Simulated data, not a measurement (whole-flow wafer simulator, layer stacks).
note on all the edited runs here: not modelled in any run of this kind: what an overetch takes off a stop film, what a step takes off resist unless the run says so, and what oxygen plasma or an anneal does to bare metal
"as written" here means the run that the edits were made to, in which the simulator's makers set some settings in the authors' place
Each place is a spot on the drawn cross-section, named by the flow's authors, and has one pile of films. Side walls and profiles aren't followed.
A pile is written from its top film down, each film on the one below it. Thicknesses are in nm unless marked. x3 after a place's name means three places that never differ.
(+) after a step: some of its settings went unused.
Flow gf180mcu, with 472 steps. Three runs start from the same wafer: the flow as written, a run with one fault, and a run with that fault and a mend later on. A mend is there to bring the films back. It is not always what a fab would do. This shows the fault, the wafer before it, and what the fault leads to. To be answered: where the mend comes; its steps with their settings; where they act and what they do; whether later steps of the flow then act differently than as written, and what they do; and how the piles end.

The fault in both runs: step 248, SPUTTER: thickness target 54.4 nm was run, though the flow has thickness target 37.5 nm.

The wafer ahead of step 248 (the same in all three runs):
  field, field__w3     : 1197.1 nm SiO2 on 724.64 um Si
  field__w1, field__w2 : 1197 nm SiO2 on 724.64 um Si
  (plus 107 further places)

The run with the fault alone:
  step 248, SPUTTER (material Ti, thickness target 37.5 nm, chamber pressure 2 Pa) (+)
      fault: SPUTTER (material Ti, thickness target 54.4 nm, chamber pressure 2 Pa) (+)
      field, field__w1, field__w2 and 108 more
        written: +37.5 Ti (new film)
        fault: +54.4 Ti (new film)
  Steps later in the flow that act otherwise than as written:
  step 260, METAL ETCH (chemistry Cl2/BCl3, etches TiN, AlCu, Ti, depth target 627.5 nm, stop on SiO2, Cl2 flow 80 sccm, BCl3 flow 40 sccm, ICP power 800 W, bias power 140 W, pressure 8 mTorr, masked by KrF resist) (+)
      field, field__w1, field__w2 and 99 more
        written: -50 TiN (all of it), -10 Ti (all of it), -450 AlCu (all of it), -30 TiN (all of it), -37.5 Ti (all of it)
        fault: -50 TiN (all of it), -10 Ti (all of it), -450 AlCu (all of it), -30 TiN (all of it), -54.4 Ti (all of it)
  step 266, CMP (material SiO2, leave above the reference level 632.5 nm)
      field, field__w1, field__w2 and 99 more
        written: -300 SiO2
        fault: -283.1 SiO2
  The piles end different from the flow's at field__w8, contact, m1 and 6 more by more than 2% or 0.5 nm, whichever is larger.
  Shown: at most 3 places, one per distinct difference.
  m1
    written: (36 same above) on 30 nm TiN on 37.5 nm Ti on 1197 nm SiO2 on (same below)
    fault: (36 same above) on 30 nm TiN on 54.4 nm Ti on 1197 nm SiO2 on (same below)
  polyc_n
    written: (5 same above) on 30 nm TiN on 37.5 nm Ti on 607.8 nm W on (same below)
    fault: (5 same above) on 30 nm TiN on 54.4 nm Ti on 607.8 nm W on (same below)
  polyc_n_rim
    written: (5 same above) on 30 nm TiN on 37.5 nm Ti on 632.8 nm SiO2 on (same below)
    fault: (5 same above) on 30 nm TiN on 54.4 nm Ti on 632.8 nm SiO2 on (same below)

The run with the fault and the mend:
  The mend stands after step 248.
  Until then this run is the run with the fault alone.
  step 248a, METAL ETCH (chemistry Cl2/BCl3, etches TiN, AlCu, Ti, depth target 16.9 nm, Cl2 flow 80 sccm, BCl3 flow 40 sccm, ICP power 800 W, bias power 140 W, pressure 8 mTorr)
      field, field__w1, field__w2 and 108 more
        -16.9 Ti
  Later steps of the flow that are run all act as written at every place that is followed.
  At every place that both follow, the piles at the end match the flow's.
